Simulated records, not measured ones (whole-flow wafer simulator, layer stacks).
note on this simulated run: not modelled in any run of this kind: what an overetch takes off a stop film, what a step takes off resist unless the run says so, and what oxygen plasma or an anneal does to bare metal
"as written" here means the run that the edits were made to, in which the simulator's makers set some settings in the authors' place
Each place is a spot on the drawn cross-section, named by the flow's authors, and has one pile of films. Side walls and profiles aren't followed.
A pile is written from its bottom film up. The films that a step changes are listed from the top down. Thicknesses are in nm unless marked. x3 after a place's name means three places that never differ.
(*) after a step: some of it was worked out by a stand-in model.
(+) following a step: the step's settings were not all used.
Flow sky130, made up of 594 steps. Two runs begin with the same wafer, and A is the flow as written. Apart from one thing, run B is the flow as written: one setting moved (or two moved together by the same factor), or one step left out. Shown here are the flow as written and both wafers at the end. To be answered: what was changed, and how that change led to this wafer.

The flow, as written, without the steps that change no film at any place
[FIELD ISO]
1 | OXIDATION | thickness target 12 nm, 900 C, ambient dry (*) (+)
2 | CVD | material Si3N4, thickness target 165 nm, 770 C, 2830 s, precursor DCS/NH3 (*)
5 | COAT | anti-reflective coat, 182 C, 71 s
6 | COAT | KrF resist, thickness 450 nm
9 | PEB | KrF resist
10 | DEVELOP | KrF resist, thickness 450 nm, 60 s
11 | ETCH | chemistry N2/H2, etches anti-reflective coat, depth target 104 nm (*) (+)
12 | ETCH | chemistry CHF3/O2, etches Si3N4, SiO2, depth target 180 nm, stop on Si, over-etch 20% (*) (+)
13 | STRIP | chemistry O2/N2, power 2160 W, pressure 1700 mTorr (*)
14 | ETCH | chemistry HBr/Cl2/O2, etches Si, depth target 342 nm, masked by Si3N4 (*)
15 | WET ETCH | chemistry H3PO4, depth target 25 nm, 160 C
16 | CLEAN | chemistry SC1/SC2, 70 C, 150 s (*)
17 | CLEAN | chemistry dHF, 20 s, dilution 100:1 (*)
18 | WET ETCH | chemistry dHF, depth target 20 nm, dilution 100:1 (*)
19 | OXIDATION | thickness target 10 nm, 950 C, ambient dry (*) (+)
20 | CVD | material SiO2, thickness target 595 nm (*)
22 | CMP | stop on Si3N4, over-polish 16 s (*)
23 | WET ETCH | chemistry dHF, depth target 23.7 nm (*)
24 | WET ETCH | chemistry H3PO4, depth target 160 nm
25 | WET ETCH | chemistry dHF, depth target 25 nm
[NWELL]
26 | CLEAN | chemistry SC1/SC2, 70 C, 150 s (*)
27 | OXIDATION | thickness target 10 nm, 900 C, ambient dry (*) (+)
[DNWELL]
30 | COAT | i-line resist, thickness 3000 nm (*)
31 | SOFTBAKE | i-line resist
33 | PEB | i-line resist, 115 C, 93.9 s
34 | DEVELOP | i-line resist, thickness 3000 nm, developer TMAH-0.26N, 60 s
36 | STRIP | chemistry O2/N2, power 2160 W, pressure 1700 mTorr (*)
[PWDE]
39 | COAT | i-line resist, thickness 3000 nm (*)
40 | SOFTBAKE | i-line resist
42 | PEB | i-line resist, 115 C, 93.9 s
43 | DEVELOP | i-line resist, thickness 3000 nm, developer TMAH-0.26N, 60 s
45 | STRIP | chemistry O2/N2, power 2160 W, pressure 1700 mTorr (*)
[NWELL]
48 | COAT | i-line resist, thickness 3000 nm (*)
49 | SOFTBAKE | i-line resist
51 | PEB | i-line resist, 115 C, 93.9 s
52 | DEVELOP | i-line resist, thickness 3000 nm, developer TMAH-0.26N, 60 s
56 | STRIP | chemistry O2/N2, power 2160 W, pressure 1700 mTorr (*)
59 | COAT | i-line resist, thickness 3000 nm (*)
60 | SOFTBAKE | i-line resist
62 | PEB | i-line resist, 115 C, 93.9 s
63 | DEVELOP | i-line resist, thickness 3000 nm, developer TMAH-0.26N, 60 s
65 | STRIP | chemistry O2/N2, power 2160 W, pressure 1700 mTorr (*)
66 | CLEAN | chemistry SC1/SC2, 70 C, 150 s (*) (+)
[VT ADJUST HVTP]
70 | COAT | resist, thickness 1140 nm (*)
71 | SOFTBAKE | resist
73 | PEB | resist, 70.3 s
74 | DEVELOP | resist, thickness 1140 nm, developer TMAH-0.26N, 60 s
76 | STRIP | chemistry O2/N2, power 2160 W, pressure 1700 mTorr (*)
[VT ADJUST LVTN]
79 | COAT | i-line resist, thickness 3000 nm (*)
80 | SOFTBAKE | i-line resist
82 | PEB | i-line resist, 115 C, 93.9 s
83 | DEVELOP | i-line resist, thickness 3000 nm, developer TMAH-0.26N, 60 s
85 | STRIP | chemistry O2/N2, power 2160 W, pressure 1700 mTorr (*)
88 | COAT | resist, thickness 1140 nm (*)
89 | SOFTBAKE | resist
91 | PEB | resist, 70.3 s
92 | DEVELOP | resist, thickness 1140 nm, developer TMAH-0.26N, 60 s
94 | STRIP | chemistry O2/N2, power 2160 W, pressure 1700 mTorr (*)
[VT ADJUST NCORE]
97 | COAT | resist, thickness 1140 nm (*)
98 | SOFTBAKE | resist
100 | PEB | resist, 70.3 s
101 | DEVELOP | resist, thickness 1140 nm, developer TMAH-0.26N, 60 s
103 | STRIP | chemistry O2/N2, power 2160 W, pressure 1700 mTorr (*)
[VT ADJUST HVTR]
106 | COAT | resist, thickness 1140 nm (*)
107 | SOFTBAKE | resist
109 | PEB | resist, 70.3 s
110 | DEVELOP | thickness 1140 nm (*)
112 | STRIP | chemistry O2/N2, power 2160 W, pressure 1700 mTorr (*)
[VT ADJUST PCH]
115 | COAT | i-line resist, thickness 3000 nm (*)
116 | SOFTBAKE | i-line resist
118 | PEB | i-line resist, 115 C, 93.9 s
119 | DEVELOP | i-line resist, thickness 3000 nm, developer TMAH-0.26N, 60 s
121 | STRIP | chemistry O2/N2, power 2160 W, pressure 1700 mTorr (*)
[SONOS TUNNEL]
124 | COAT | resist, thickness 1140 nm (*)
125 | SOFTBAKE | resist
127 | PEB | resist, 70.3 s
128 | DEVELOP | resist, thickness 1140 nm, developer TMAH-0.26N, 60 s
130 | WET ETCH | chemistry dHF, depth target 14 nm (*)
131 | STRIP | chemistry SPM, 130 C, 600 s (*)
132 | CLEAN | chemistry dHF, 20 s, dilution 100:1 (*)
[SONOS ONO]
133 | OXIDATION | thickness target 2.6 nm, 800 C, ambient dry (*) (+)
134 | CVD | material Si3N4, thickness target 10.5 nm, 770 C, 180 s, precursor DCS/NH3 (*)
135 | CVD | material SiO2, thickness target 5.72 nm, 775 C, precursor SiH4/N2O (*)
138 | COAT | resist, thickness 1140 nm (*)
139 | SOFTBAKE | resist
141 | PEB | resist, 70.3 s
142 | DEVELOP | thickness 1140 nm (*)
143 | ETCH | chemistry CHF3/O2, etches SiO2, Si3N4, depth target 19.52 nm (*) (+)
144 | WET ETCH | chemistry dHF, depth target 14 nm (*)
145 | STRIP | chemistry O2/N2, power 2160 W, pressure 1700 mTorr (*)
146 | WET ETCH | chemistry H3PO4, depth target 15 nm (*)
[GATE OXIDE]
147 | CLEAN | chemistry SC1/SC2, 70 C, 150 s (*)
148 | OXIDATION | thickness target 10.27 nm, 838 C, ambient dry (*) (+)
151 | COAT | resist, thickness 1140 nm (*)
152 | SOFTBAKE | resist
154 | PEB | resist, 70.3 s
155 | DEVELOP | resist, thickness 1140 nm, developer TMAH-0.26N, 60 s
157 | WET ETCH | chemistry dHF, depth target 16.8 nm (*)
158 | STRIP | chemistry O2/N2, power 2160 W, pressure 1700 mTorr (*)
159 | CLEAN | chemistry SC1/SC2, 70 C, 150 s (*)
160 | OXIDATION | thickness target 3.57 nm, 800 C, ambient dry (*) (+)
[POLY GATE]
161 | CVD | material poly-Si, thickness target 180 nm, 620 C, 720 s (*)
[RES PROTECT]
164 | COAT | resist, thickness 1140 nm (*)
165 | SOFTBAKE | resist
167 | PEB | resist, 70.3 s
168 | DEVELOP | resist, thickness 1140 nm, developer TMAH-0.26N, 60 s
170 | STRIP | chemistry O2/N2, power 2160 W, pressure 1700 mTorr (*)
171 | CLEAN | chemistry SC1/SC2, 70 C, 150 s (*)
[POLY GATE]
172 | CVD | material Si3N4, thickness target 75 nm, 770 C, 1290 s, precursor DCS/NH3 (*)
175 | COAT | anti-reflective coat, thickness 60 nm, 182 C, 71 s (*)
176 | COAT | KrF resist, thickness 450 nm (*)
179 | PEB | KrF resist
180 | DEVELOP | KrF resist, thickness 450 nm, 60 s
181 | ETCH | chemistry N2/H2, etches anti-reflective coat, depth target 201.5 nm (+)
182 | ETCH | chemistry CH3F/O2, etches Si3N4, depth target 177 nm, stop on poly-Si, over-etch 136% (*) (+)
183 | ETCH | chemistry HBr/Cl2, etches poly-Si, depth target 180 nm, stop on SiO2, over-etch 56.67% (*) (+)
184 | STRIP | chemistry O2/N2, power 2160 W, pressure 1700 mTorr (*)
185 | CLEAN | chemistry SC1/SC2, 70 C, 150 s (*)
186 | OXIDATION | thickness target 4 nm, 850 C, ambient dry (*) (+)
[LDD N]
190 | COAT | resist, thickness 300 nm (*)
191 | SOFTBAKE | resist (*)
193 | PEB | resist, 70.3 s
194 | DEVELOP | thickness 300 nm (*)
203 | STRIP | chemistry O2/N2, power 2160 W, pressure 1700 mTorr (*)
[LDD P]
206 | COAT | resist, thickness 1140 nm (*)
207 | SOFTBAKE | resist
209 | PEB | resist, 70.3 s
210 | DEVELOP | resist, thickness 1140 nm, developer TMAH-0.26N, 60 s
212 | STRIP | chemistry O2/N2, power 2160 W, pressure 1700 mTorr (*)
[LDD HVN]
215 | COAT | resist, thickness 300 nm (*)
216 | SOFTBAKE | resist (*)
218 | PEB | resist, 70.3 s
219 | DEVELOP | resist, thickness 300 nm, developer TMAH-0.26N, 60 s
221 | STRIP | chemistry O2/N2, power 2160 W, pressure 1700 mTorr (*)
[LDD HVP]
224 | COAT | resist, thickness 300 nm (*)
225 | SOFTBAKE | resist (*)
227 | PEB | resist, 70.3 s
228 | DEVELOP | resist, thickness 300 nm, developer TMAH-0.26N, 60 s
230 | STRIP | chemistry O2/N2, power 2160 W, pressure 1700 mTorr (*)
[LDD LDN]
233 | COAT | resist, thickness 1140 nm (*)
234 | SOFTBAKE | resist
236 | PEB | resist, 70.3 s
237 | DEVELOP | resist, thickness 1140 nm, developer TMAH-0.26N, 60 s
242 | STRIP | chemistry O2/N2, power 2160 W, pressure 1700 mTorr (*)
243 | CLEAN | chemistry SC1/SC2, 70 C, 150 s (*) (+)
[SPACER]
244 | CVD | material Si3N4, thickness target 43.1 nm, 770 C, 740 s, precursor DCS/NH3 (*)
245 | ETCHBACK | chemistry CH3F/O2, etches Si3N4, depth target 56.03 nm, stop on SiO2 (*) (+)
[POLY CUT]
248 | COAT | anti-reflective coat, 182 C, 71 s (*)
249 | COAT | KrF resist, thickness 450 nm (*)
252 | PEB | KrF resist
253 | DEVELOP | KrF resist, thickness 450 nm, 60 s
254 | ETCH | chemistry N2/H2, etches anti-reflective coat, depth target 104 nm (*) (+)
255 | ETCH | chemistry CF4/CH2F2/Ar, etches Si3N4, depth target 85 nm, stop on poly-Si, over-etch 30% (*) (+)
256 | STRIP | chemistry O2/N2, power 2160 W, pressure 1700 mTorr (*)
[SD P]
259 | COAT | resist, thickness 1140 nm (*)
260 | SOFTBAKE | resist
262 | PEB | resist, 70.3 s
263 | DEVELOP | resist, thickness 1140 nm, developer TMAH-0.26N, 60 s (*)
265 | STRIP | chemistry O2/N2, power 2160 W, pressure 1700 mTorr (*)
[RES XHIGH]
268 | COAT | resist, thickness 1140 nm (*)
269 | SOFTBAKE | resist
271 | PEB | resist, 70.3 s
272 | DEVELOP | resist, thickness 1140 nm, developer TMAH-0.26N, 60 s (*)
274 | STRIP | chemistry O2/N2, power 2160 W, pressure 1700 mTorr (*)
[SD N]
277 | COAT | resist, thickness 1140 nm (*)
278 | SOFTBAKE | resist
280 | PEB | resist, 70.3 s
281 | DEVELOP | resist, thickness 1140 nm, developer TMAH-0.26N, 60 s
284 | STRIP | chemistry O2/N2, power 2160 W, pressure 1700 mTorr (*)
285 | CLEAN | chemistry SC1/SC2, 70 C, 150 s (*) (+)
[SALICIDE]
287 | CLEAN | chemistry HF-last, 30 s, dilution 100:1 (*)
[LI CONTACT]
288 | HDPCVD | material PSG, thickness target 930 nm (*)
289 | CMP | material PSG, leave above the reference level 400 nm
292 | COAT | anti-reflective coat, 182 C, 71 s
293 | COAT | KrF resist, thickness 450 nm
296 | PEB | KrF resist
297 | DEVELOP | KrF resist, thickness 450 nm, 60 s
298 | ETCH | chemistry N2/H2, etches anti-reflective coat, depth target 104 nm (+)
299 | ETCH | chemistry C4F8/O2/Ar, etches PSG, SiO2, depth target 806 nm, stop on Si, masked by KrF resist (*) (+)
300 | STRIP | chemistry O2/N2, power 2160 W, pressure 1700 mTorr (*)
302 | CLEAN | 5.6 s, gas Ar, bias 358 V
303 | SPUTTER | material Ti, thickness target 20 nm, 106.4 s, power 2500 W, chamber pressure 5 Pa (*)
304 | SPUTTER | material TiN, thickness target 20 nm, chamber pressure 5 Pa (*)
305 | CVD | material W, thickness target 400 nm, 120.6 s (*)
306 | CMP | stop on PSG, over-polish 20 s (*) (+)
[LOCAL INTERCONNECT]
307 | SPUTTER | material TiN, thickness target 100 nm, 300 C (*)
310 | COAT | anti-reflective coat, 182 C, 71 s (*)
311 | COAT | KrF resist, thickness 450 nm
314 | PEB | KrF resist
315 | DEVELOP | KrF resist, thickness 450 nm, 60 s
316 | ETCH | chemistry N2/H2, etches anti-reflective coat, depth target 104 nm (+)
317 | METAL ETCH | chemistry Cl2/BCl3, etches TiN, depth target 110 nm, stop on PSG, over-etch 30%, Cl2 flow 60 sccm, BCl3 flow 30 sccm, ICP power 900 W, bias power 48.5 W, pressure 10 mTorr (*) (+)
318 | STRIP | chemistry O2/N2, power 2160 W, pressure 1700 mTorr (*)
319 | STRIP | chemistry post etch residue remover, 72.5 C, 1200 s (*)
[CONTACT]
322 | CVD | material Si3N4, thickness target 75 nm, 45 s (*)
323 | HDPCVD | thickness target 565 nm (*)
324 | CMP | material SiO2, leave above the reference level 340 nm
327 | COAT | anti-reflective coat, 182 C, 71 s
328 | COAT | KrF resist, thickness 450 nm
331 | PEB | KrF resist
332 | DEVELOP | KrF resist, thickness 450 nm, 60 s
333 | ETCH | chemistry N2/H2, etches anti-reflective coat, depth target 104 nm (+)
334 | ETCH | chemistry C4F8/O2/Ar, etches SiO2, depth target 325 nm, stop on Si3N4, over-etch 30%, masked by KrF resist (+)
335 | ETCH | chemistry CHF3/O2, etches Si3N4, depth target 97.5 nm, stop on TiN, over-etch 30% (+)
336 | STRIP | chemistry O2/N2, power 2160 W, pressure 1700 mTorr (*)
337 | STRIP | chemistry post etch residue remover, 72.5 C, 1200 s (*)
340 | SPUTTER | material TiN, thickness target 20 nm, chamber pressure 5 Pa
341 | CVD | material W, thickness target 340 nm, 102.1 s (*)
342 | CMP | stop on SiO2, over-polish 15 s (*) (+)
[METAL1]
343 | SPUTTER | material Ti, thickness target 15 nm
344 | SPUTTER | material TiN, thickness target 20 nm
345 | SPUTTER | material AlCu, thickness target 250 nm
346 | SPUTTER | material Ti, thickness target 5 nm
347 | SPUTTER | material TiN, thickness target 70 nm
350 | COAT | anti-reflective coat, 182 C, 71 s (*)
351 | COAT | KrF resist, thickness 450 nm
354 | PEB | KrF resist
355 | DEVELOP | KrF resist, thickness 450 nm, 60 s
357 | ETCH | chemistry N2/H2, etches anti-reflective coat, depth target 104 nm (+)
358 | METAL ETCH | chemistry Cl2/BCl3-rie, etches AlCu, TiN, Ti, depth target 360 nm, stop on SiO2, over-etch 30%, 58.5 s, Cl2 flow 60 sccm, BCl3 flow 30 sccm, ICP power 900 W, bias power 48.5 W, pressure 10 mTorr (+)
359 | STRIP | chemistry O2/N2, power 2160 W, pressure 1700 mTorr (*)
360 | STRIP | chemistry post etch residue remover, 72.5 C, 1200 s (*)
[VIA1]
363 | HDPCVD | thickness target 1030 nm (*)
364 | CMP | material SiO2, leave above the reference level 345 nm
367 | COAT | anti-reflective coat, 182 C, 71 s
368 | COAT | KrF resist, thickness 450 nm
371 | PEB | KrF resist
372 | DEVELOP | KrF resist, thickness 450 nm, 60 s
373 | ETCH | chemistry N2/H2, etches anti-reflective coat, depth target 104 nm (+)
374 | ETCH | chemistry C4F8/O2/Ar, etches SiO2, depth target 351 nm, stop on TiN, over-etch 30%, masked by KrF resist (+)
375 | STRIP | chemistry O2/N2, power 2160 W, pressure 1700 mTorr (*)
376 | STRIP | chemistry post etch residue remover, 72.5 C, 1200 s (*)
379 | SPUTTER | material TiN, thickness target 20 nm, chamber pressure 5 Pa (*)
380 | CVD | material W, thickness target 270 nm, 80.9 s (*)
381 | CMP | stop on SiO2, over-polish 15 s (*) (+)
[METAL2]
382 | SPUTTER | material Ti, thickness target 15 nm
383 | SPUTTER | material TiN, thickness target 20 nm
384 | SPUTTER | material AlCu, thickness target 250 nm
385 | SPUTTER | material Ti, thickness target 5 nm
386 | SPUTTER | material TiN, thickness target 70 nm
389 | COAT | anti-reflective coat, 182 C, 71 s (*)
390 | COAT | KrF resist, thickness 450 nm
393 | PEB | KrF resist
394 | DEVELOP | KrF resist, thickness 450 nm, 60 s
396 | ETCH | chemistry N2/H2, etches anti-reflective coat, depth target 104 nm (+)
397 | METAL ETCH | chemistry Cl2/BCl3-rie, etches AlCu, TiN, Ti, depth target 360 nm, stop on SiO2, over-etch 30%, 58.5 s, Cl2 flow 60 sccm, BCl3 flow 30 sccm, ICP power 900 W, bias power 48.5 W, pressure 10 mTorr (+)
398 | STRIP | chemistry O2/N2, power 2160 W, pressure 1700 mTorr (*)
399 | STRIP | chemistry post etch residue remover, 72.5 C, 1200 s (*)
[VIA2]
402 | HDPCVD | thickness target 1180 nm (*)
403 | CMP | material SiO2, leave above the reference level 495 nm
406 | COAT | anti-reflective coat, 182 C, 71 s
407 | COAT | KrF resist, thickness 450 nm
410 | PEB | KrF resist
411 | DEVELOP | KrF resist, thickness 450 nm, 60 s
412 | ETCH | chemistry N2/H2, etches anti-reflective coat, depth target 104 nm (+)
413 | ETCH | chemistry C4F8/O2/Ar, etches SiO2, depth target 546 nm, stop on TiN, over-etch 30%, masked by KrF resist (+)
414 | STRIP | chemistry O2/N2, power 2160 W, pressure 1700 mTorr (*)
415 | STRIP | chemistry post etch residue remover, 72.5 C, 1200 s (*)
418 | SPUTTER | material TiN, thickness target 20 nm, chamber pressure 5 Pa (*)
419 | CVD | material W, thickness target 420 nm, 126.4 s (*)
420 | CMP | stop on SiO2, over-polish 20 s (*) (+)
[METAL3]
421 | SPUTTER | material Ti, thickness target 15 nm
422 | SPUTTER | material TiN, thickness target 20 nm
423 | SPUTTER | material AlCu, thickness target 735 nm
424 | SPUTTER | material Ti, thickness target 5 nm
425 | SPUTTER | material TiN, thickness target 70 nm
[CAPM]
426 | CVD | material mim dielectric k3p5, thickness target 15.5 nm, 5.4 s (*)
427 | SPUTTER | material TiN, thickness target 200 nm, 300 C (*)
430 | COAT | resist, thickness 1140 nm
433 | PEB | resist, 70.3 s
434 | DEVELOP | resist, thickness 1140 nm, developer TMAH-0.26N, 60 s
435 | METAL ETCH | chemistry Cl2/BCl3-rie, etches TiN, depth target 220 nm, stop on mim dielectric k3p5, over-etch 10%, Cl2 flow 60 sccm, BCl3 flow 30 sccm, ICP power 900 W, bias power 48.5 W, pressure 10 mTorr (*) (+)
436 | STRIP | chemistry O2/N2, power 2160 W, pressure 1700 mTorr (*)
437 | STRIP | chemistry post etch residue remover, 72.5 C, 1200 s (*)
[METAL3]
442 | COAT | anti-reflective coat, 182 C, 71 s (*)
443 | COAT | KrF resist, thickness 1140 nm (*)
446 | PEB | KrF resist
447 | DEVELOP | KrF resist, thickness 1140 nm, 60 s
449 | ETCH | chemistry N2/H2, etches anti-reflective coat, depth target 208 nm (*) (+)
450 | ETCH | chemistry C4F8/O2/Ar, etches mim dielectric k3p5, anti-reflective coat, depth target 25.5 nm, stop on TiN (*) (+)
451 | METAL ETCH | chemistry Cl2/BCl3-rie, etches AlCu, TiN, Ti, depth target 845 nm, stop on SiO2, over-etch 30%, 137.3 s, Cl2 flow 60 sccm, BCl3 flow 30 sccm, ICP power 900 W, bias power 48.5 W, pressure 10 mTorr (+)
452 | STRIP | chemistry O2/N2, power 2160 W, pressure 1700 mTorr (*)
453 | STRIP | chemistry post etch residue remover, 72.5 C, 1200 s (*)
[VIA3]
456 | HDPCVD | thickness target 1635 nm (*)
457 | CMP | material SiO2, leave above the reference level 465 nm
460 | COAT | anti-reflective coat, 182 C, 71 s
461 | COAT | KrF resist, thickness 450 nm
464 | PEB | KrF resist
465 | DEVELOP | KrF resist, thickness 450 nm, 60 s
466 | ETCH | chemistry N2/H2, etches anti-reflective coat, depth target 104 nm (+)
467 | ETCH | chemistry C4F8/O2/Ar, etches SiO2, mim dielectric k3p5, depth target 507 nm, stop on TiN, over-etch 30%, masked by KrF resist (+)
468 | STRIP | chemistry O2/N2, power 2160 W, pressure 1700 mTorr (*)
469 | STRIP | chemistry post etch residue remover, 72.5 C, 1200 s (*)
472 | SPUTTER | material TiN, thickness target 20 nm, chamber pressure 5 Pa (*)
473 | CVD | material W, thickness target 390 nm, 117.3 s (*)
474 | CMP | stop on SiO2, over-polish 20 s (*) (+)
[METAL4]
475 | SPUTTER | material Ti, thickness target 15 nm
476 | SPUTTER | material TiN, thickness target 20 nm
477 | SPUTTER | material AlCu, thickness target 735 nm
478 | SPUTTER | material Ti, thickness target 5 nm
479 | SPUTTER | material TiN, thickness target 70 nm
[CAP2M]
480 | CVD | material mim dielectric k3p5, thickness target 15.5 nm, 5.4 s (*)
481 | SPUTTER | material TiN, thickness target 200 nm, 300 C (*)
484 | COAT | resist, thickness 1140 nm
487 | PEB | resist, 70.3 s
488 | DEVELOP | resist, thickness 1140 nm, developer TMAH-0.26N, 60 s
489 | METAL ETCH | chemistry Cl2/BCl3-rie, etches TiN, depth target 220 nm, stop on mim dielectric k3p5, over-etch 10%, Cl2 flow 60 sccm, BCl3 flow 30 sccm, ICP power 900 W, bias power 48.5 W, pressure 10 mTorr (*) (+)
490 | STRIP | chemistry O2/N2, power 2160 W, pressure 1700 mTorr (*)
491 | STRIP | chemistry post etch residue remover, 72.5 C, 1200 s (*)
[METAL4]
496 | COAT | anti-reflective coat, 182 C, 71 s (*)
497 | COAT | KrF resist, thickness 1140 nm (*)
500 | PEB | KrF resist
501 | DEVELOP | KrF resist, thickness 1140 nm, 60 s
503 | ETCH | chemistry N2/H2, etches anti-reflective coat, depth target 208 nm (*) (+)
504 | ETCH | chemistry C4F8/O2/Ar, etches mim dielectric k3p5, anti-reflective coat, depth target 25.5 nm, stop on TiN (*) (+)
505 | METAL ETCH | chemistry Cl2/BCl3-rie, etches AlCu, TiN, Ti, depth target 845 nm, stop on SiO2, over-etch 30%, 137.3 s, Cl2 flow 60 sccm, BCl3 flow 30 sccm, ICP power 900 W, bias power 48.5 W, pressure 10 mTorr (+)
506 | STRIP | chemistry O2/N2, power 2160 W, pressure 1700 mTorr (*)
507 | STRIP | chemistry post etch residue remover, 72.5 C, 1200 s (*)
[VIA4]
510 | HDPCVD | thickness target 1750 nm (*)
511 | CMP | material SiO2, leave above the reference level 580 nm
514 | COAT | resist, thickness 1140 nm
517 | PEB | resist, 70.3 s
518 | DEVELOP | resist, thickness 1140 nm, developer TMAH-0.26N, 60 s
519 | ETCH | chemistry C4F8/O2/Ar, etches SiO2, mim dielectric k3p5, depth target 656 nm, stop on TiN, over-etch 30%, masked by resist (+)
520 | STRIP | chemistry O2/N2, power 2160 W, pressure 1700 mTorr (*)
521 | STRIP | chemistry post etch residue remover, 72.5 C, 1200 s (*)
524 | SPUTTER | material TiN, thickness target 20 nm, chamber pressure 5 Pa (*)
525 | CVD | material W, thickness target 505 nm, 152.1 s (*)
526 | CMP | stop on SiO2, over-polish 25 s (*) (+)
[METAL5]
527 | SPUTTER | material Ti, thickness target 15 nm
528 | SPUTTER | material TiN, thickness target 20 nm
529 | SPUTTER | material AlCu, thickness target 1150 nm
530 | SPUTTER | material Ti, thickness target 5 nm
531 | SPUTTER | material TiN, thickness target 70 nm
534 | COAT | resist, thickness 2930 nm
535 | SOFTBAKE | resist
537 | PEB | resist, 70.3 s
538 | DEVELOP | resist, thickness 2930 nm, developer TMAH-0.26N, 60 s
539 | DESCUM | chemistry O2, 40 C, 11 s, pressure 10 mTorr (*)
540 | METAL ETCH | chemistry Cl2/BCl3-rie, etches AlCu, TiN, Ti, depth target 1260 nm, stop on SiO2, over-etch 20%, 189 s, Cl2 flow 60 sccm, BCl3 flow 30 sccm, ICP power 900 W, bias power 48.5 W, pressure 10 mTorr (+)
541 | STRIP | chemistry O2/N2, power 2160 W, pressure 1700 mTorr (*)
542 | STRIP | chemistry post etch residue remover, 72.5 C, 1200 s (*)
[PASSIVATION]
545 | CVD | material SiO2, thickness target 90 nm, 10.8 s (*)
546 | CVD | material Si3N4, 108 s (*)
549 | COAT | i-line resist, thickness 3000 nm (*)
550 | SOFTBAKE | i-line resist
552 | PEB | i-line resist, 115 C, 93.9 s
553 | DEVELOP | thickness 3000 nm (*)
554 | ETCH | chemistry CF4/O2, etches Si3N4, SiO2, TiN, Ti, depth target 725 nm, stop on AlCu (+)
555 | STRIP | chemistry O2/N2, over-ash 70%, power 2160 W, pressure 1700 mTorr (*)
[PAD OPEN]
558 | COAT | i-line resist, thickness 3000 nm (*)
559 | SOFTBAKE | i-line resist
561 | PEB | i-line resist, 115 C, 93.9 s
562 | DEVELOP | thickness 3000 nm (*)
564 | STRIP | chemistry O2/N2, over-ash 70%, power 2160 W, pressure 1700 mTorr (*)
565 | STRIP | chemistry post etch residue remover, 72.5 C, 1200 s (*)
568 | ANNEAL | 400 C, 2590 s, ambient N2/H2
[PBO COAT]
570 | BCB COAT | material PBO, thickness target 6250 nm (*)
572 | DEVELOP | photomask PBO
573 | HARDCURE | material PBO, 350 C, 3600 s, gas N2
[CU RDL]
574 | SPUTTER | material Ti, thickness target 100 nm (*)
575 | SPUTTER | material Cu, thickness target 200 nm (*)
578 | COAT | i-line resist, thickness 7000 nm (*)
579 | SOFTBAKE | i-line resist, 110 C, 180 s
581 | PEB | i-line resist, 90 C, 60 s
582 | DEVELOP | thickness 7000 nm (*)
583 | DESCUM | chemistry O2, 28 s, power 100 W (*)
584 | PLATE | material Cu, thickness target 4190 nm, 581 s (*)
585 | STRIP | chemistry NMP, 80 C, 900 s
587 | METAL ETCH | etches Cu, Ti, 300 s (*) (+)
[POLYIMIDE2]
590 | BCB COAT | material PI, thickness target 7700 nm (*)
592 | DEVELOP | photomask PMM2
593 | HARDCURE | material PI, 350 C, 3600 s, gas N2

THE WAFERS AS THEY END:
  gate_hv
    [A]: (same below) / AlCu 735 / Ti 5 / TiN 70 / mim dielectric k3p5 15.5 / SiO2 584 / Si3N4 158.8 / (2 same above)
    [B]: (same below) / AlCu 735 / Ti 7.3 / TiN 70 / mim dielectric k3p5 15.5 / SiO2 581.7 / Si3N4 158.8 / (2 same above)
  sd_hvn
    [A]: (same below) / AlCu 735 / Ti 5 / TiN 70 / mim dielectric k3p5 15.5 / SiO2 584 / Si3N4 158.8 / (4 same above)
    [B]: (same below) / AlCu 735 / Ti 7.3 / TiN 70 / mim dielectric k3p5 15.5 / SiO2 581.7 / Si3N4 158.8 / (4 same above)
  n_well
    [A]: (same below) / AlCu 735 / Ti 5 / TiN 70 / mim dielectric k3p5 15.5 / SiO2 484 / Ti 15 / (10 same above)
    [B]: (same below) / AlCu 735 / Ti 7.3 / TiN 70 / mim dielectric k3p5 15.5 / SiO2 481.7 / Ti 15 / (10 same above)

Cause: step 478, SPUTTER: thickness target 7.3 nm was run, though the flow has thickness target 5 nm.
One can read it off the wafer: gate_hv has Ti 7.3, and step 478 as written asks for 5 nm.

Step by step, how the change led to this:
  478 | SPUTTER | material Ti, thickness target 5 nm
      field, active, n_well and 189 more: A +5 Ti (new film) | B +7.3 Ti (new film)
  505 | METAL ETCH | chemistry Cl2/BCl3-rie, etches AlCu, TiN, Ti, depth target 845 nm, stop on SiO2, over-etch 30%, 137.3 s, Cl2 flow 60 sccm, BCl3 flow 30 sccm, ICP power 900 W, bias power 48.5 W, pressure 10 mTorr (+)
      field, gate, spacer and 68 more: A -70 TiN (all of it), -5 Ti (all of it), -735 AlCu (all of it), -20 TiN (all of it), -15 Ti (all of it), -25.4 SiO2 | B -70 TiN (all of it), -7.3 Ti (all of it), -735 AlCu (all of it), -20 TiN (all of it), -15 Ti (all of it), -25.1 SiO2
      active, vpp_iso1, mim_edge_plate and 14 more: A -70 TiN (all of it), -5 Ti (all of it), -735 AlCu (all of it), -20 TiN (all of it), -15 Ti (all of it), -25.3 SiO2 | B -70 TiN (all of it), -7.3 Ti (all of it), -735 AlCu (all of it), -20 TiN (all of it), -15 Ti (all of it), -25.1 SiO2
